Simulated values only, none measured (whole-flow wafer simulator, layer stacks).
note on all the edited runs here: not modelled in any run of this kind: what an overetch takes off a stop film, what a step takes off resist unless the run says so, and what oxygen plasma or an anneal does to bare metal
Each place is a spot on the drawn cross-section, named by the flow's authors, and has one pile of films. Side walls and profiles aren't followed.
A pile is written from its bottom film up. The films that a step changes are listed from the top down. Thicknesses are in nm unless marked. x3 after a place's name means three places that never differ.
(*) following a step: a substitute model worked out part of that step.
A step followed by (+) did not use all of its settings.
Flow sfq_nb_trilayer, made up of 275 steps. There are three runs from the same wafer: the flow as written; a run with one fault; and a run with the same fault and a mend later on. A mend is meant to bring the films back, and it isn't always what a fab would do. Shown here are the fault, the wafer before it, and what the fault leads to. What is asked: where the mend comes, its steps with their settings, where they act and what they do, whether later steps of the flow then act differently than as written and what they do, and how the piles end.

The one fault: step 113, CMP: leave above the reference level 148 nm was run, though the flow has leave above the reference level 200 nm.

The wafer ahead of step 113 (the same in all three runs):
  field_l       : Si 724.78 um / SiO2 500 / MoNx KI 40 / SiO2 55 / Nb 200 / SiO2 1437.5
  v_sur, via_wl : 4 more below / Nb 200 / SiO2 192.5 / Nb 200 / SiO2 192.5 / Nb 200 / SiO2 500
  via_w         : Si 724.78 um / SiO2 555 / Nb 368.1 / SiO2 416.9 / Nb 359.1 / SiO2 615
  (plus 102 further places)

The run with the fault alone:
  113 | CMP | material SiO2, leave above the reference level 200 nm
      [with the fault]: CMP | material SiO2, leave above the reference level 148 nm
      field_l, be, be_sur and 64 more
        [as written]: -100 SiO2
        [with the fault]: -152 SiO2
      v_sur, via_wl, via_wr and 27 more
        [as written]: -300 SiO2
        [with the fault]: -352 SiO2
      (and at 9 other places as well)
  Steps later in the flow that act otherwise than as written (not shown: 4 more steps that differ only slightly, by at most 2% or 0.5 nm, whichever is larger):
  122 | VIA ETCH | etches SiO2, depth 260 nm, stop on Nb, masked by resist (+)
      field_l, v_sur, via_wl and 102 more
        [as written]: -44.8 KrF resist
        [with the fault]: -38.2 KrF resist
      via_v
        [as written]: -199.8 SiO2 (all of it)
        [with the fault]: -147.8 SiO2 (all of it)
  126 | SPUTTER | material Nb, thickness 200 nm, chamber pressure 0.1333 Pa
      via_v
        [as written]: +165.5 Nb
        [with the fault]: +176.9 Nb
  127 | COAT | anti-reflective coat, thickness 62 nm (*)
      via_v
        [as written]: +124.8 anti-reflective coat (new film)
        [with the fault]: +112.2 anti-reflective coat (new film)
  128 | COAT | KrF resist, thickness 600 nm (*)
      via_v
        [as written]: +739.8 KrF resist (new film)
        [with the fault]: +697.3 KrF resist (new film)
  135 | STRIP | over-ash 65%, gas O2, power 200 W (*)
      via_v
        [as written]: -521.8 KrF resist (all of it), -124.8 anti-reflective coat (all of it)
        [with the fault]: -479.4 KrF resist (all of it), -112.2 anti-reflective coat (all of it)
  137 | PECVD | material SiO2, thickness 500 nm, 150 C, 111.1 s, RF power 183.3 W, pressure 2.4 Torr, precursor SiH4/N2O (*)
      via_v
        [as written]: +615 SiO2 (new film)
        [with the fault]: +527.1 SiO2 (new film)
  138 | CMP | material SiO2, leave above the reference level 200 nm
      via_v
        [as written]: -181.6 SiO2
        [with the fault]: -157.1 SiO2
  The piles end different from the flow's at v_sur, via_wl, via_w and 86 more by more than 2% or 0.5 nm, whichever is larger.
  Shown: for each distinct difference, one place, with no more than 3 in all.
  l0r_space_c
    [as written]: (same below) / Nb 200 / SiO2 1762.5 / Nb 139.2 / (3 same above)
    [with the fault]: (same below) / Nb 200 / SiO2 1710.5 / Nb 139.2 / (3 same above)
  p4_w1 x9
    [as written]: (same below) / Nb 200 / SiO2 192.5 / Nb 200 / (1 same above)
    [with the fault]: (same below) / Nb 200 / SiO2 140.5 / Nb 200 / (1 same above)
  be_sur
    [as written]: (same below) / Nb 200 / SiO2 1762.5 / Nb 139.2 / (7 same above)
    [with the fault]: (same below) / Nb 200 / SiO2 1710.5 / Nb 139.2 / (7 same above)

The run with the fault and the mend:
  After step 114 comes the mend.
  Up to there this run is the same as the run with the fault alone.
  114a | PECVD | material SiO2, thickness 52 nm, 150 C, 11.56 s, RF power 183.3 W, pressure 2.4 Torr, precursor SiH4/N2O (the flow's step 112 again, with other settings)
      field_l, v_sur, via_wl and 103 more
        +52 SiO2
  None of the later steps of the flow differs from how it acts as written, at any place that is followed, by more than 2% or 0.5 nm, whichever is larger.
  At every place that both follow, the piles at the end match the flow's.
